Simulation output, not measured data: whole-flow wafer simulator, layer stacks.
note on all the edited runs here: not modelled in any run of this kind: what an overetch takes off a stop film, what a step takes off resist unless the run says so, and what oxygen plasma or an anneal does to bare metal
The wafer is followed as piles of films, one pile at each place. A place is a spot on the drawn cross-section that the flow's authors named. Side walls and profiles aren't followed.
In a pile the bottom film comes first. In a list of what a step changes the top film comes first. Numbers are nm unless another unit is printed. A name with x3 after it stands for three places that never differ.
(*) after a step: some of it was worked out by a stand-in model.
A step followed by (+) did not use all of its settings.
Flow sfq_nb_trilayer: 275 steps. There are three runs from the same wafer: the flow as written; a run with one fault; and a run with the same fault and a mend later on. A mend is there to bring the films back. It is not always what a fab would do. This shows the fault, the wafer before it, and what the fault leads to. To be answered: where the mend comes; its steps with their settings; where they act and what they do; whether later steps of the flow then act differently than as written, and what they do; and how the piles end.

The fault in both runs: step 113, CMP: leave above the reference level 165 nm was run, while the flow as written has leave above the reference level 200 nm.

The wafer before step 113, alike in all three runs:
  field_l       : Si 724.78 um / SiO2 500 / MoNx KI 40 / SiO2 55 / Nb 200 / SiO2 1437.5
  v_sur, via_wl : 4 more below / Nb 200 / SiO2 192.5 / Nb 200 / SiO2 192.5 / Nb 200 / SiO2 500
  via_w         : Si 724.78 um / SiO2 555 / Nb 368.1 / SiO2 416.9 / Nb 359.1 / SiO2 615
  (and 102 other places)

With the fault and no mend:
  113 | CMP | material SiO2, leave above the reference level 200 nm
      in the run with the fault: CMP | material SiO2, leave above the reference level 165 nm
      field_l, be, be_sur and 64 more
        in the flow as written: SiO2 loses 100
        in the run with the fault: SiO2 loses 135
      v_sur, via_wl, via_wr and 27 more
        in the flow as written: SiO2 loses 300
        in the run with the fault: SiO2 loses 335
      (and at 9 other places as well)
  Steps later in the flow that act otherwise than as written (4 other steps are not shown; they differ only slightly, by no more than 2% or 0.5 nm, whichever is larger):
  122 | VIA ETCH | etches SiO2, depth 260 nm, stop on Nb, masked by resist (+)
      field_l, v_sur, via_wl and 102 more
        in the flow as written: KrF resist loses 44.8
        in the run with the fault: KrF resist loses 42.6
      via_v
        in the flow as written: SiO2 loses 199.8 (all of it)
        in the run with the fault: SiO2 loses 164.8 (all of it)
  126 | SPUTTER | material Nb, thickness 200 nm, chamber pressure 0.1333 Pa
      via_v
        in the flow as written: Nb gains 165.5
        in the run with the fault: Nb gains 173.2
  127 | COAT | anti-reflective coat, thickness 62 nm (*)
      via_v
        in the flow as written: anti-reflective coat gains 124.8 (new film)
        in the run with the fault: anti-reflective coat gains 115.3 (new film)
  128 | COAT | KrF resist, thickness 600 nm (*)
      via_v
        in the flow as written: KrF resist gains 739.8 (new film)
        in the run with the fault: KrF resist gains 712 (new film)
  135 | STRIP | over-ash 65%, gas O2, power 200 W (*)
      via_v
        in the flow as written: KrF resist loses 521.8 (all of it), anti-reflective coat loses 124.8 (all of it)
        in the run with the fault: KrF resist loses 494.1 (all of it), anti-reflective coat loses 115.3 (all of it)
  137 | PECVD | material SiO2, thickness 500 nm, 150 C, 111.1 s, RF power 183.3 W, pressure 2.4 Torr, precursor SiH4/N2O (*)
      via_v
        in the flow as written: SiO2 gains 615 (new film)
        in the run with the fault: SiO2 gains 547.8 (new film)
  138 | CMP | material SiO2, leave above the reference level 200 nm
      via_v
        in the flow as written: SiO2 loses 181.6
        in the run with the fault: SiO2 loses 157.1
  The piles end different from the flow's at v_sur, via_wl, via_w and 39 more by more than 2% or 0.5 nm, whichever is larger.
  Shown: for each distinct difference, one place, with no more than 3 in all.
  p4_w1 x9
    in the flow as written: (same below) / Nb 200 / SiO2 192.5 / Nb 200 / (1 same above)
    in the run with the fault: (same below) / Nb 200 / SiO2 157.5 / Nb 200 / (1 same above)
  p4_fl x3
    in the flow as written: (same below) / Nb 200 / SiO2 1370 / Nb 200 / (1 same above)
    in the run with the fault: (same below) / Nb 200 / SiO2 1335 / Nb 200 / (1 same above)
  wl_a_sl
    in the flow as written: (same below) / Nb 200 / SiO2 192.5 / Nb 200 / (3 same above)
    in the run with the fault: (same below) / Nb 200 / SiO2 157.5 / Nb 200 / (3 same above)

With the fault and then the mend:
  The mend stands after step 120.
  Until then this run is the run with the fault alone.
  120a | STRIP | over-ash 65%, gas O2, power 200 W (*)
      field_l, v_sur, via_wl and 102 more
        KrF resist loses 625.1 (all of it), anti-reflective coat loses 62 (all of it)
      via_v
        anti-reflective coat loses 62 (all of it)
  120b | PECVD | material SiO2, thickness 35 nm, 150 C, 7.778 s, RF power 183.3 W, pressure 2.4 Torr, precursor SiH4/N2O (the flow's step 112 again, with other settings)
      field_l, v_sur, via_wl and 103 more
        SiO2 gains 35
  120c | COAT | anti-reflective coat, thickness 62 nm (the flow's step 115 again)
      field_l, v_sur, via_wl and 103 more
        anti-reflective coat gains 62 (new film)
  120d | COAT | KrF resist, thickness 650 nm (the flow's step 116 again)
      field_l, v_sur, via_wl and 103 more
        KrF resist gains 650 (new film)
  120e | SOFTBAKE | KrF resist (the flow's step 117 again)
      does not change any film at any place that is followed
  120f | EXPOSE | photomask I3, dose 11.91 mJ/cm2, NA 0.6, wavelength 248 nm (*) (the flow's step 118 again)
      does not change any film at any place that is followed
  120g | PEB | KrF resist, 90 s (the flow's step 119 again)
      field_l, v_sur, via_wl and 103 more
        KrF resist loses 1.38
  120h | DEVELOP | KrF resist, thickness 650 nm, 60 s (the flow's step 120 again)
      field_l, v_sur, via_wl and 102 more
        KrF resist loses 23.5
      via_v
        KrF resist loses 648.6 (all of it)
  Every later step of the flow that is run acts as written, at every place that is followed, to within 2% or 0.5 nm, whichever is larger.
  The piles end the same as the flow's at every place that both follow.
